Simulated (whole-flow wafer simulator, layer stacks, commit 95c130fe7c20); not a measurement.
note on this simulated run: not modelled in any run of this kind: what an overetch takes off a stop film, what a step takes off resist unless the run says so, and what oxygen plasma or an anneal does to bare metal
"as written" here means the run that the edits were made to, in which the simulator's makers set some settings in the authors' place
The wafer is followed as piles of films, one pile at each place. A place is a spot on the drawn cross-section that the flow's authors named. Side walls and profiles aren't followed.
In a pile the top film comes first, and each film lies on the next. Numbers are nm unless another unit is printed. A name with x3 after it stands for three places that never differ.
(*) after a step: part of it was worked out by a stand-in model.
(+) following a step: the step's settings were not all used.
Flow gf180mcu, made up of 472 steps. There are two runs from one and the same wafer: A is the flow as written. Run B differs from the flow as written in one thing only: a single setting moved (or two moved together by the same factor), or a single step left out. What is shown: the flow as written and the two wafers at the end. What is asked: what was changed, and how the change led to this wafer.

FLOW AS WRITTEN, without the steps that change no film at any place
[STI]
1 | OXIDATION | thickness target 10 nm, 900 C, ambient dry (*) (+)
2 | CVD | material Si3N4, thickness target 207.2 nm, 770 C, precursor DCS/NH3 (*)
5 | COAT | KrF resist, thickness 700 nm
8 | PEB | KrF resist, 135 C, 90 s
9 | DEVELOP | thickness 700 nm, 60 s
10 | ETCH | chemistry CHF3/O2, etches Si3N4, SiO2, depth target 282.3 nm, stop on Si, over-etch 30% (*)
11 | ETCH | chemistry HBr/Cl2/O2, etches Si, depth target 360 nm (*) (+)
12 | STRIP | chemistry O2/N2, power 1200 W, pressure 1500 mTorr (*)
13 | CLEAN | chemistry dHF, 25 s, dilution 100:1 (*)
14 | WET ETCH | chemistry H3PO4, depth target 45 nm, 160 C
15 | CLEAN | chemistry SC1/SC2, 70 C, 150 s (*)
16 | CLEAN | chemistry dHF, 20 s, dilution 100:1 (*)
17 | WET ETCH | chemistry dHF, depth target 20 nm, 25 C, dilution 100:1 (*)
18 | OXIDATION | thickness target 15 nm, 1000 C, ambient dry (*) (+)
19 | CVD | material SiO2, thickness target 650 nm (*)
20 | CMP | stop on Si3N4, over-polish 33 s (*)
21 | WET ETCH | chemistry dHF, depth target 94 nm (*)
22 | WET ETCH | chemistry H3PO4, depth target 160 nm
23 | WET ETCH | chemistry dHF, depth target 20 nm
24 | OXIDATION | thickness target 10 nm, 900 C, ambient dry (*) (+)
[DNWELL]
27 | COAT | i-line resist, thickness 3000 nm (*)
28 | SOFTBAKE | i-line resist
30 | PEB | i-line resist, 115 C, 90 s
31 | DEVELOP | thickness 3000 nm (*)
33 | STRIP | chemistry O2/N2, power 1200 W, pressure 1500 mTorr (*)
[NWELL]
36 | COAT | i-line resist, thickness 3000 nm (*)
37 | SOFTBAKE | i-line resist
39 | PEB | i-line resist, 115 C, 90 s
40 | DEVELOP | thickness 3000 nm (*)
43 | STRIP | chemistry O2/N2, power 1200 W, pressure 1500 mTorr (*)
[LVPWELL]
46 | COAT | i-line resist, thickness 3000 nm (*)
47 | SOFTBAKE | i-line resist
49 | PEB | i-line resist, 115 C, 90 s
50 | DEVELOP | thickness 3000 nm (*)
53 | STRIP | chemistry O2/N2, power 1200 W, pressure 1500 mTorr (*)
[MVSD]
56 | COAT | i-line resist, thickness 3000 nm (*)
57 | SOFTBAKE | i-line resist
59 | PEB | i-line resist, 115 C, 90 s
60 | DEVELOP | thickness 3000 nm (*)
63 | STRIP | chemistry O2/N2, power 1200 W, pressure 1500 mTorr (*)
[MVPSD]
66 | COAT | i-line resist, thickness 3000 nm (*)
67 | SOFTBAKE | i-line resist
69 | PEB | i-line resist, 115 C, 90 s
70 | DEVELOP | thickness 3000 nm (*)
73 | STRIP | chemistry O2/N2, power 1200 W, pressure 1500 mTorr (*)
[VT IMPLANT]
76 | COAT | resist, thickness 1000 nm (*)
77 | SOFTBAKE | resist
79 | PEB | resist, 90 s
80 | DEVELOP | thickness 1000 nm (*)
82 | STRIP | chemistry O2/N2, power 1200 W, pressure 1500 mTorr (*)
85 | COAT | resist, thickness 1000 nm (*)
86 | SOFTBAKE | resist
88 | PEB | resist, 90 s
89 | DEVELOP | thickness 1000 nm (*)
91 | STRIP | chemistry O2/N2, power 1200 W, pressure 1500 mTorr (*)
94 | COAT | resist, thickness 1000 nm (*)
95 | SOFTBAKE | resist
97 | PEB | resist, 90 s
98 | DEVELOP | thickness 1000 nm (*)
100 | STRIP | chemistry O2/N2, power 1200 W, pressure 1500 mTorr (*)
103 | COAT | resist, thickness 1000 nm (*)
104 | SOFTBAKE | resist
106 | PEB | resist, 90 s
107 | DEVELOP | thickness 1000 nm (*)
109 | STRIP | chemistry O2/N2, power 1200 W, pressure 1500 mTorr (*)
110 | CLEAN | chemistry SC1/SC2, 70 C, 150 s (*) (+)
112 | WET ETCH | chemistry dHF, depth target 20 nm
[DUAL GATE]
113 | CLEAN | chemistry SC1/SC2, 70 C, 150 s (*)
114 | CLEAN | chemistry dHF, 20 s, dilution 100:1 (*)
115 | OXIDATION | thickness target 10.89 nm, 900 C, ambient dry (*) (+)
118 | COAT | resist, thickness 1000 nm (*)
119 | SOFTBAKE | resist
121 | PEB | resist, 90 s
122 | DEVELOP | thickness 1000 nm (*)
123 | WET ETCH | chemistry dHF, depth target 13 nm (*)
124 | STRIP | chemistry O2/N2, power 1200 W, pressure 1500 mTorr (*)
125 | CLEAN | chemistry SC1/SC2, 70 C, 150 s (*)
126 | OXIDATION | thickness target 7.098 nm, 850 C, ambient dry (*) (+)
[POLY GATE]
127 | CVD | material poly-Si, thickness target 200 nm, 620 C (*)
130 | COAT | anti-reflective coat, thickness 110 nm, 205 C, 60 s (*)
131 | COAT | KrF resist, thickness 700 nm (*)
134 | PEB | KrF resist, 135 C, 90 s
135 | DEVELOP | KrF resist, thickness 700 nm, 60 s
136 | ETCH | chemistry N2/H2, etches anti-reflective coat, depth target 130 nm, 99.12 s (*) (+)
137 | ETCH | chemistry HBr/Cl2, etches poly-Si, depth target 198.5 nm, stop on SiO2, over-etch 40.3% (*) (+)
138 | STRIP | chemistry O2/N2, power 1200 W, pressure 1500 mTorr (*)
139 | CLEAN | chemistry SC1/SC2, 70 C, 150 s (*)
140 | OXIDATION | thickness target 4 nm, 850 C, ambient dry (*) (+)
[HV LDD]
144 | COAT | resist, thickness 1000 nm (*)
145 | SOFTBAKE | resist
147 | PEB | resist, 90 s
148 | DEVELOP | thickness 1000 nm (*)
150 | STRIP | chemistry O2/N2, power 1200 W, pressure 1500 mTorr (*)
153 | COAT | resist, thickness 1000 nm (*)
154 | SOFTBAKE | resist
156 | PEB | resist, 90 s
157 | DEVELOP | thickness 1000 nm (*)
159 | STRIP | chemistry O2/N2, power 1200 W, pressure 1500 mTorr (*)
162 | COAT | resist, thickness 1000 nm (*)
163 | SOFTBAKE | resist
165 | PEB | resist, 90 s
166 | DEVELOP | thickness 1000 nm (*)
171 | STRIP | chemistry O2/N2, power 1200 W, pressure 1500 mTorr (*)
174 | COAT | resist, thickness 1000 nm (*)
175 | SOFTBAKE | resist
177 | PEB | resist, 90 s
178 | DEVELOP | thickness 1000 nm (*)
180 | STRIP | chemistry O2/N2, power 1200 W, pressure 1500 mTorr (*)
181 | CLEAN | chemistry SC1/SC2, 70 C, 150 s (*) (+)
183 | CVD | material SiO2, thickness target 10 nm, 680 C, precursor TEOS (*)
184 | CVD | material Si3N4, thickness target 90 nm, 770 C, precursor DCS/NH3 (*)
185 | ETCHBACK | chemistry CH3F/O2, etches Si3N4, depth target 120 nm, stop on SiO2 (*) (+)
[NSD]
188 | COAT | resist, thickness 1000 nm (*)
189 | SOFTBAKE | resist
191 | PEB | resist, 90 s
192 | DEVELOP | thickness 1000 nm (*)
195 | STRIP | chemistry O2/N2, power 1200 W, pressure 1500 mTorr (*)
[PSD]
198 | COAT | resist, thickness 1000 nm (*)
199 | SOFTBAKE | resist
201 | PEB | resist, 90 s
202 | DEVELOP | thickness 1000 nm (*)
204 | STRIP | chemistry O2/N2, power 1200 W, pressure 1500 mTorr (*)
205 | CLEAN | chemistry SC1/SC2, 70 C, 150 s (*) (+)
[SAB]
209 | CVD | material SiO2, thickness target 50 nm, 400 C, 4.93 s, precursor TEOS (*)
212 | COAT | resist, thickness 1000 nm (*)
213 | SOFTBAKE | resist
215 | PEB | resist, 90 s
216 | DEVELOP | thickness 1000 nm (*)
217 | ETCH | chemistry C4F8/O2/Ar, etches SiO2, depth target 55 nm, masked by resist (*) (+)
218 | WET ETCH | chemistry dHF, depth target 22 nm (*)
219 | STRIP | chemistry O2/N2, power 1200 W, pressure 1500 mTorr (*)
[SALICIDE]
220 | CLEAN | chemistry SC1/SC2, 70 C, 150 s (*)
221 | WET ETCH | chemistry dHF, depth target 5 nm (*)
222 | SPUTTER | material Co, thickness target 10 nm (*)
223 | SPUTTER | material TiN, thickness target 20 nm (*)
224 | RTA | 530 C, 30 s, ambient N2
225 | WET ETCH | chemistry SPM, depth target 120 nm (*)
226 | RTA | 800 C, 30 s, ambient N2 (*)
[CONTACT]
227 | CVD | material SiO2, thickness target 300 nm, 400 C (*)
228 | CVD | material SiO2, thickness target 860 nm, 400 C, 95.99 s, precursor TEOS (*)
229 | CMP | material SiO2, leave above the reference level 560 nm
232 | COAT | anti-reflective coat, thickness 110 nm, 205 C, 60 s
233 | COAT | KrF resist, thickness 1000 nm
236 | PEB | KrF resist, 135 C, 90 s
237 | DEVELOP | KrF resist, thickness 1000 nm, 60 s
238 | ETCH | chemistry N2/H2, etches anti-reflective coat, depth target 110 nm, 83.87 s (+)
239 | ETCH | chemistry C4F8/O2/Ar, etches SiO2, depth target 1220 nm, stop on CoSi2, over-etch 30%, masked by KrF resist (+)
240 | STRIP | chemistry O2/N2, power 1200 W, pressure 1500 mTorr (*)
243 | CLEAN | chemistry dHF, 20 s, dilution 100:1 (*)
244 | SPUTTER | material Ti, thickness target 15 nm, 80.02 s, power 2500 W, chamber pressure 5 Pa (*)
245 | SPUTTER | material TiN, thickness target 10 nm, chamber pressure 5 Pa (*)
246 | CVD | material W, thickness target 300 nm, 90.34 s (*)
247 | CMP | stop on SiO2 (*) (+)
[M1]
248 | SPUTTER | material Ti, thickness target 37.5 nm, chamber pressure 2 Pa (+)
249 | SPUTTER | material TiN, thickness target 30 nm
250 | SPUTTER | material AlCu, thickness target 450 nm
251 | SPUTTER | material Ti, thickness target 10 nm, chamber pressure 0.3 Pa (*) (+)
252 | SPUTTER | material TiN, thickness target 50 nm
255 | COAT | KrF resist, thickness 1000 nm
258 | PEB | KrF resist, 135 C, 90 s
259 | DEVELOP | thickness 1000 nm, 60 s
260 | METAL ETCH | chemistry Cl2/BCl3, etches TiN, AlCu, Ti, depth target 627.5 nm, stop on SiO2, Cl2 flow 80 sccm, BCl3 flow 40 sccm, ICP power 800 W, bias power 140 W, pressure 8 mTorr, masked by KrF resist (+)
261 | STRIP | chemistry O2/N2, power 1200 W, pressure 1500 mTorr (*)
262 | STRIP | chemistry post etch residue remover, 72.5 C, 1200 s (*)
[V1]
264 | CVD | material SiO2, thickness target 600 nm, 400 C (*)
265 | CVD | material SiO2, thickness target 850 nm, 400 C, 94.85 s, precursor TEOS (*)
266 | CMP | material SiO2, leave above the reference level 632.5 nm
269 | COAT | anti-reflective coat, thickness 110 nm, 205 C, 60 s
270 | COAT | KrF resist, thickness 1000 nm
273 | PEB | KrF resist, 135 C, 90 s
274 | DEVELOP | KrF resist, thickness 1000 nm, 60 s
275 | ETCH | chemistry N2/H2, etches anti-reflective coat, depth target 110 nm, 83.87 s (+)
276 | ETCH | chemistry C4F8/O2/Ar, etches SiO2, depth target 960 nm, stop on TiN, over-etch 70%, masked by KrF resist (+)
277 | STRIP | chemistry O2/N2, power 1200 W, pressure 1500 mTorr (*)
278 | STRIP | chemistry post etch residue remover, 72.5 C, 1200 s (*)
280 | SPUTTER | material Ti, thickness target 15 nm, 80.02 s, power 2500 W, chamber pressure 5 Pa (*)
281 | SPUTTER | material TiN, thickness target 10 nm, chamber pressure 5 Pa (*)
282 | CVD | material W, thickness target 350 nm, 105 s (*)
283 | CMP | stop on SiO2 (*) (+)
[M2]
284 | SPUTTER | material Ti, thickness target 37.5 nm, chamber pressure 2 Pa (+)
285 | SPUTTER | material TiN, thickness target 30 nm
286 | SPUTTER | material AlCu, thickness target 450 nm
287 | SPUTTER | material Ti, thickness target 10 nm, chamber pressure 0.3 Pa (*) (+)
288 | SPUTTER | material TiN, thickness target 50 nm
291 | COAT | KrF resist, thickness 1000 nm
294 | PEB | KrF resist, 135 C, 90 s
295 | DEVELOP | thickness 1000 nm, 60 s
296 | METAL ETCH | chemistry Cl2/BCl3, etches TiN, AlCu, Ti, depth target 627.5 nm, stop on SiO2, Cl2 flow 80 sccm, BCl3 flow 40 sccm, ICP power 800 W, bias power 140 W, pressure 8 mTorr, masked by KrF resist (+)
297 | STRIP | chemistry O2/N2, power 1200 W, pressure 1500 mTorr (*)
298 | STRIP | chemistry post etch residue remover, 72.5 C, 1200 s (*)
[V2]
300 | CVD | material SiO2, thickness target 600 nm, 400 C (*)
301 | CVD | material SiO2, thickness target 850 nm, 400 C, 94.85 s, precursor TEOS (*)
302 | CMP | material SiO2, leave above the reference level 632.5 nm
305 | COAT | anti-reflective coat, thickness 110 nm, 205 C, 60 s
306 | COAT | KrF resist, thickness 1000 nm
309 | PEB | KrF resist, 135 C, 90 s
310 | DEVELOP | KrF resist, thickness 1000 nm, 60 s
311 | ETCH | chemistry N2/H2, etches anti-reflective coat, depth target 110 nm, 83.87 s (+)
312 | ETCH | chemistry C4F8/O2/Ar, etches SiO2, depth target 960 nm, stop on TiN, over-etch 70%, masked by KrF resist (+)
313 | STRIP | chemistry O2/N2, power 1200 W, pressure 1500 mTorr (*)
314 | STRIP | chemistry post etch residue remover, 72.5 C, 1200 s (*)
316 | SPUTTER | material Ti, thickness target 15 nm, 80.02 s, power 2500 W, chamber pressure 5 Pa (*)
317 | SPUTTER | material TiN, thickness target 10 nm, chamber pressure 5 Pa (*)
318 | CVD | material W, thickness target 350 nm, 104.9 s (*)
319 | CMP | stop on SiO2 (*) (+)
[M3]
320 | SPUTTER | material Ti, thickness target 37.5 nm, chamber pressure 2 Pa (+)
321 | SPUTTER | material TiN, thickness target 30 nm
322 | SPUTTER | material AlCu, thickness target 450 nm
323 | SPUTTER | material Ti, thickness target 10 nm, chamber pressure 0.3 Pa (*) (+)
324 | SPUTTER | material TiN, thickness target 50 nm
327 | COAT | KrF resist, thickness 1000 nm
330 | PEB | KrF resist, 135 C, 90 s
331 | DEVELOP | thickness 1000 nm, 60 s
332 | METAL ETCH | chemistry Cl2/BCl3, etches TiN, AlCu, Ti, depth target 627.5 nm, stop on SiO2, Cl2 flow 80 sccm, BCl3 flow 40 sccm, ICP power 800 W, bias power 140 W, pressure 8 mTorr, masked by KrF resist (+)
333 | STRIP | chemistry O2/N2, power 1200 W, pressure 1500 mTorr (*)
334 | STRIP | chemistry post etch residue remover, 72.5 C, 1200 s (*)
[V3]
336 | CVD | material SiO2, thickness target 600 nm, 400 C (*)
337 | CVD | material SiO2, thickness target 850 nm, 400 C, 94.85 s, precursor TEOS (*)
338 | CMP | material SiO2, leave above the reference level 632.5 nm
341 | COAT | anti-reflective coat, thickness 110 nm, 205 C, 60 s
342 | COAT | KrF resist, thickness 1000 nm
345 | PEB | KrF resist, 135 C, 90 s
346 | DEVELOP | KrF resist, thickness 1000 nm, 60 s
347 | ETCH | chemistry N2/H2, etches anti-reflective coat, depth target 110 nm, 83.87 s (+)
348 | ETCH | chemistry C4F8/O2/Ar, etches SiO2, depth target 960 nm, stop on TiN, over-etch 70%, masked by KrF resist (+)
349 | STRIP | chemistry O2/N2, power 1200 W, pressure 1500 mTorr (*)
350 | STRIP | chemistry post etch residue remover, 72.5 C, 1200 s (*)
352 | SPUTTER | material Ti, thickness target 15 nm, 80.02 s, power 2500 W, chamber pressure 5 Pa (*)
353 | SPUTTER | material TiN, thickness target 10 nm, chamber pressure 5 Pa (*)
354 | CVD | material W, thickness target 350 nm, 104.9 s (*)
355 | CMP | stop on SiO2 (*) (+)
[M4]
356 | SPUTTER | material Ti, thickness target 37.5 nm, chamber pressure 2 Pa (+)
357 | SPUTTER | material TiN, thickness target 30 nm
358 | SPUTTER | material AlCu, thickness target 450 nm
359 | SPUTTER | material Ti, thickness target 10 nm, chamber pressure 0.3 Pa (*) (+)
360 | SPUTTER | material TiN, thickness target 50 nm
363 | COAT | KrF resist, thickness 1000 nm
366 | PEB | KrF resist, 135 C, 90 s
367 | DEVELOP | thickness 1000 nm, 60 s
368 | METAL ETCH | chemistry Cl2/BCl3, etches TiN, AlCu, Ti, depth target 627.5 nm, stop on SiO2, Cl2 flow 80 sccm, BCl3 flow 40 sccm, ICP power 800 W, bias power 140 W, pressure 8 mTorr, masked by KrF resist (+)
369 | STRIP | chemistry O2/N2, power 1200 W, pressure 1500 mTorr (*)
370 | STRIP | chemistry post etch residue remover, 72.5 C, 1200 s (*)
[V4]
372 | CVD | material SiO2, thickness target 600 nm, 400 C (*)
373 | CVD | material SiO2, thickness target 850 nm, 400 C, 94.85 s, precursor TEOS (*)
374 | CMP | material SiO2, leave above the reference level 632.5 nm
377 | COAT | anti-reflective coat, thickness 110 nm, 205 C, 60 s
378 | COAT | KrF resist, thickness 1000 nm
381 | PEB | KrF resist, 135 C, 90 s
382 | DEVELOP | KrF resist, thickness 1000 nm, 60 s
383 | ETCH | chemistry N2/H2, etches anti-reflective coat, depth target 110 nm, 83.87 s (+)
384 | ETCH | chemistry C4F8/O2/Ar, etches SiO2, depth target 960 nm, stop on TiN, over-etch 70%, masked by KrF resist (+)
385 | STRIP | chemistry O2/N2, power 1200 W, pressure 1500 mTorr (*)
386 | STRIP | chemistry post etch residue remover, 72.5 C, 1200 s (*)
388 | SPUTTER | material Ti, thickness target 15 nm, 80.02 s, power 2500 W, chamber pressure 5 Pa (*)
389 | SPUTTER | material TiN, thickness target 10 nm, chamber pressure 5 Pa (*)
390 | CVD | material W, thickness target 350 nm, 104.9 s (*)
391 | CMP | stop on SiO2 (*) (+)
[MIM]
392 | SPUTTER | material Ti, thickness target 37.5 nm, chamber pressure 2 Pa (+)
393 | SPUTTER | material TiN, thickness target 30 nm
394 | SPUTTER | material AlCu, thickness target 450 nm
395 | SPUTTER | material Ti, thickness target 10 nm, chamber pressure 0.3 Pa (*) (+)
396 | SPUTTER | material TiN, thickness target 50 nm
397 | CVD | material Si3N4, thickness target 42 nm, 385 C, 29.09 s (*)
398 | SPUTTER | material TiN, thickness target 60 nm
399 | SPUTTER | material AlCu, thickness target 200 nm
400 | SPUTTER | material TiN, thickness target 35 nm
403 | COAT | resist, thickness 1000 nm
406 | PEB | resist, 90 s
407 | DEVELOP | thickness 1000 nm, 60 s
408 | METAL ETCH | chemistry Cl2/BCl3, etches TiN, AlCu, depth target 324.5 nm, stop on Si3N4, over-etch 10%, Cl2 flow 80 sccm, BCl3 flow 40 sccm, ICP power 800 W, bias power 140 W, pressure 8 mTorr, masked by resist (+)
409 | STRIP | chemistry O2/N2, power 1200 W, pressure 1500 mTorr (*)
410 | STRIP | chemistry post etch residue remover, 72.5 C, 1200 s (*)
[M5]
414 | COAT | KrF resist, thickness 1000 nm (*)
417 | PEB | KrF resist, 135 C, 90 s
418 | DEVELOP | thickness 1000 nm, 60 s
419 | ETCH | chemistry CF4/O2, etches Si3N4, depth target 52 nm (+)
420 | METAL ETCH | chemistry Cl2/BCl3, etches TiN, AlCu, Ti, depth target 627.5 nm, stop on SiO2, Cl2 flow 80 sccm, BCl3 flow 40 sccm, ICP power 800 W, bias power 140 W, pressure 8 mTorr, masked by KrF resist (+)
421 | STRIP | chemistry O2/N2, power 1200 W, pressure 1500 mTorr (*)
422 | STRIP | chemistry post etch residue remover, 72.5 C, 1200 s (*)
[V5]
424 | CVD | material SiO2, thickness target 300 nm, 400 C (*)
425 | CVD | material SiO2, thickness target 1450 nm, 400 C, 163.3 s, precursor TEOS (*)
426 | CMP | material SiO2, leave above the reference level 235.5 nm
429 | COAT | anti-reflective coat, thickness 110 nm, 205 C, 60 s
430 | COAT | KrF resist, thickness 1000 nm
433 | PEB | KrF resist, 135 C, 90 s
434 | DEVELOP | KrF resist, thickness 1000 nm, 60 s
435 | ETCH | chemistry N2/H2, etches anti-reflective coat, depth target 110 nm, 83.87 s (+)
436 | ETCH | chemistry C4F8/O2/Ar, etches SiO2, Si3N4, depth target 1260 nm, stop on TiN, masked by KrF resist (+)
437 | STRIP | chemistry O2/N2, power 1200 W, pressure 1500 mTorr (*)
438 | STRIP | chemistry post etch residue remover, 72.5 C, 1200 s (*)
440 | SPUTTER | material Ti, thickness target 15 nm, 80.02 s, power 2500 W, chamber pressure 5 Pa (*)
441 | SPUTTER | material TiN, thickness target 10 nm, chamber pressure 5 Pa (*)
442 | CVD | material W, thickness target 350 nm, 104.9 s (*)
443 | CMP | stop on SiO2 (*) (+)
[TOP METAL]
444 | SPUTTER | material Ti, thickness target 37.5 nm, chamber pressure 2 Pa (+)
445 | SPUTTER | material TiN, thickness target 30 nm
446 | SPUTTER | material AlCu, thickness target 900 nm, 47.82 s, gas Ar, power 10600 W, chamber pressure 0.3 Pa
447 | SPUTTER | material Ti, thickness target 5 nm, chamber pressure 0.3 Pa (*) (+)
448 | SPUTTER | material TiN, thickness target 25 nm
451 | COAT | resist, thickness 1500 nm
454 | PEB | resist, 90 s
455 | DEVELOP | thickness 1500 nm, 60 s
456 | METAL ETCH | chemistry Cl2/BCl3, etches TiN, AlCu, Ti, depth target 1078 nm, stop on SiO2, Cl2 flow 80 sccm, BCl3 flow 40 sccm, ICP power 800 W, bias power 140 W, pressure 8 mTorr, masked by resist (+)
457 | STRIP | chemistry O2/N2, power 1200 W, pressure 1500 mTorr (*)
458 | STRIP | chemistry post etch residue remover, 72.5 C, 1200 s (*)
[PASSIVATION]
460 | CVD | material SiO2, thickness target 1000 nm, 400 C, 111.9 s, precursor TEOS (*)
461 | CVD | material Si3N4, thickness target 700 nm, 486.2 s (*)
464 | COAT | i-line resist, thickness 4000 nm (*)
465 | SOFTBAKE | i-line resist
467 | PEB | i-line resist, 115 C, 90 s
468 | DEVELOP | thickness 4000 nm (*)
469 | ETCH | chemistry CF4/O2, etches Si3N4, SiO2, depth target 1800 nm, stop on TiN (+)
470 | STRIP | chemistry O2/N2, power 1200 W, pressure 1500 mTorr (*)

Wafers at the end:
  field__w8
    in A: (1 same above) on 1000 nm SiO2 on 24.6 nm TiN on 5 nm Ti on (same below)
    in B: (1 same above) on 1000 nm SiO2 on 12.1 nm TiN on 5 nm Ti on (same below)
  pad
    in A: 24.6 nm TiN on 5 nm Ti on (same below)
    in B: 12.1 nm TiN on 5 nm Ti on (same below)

The reason: step 448, SPUTTER: thickness target 12.5 nm was run, while the flow as written has thickness target 25 nm.

The path from the change to this, step by step:
  448 | SPUTTER | material TiN, thickness target 25 nm
      field, field__w1, field__w2 and 109 more: A TiN gains 25 (new film) | B TiN gains 12.5 (new film)
  456 | METAL ETCH | chemistry Cl2/BCl3, etches TiN, AlCu, Ti, depth target 1078 nm, stop on SiO2, Cl2 flow 80 sccm, BCl3 flow 40 sccm, ICP power 800 W, bias power 140 W, pressure 8 mTorr, masked by resist (+)
      field, field__w1, field__w2 and 103 more: A TiN loses 25 (all of it), Ti loses 5 (all of it), AlCu loses 900 (all of it), TiN loses 30 (all of it), Ti loses 37.5 (all of it) | B TiN loses 12.5 (all of it), Ti loses 5 (all of it), AlCu loses 900 (all of it), TiN loses 30 (all of it), Ti loses 37.5 (all of it)
  465 | SOFTBAKE | i-line resist
      active_hv: A i-line resist gains 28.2 | B i-line resist gains 27.6
      gate_p_hv5: A i-line resist loses 48.3 | B i-line resist loses 47.3
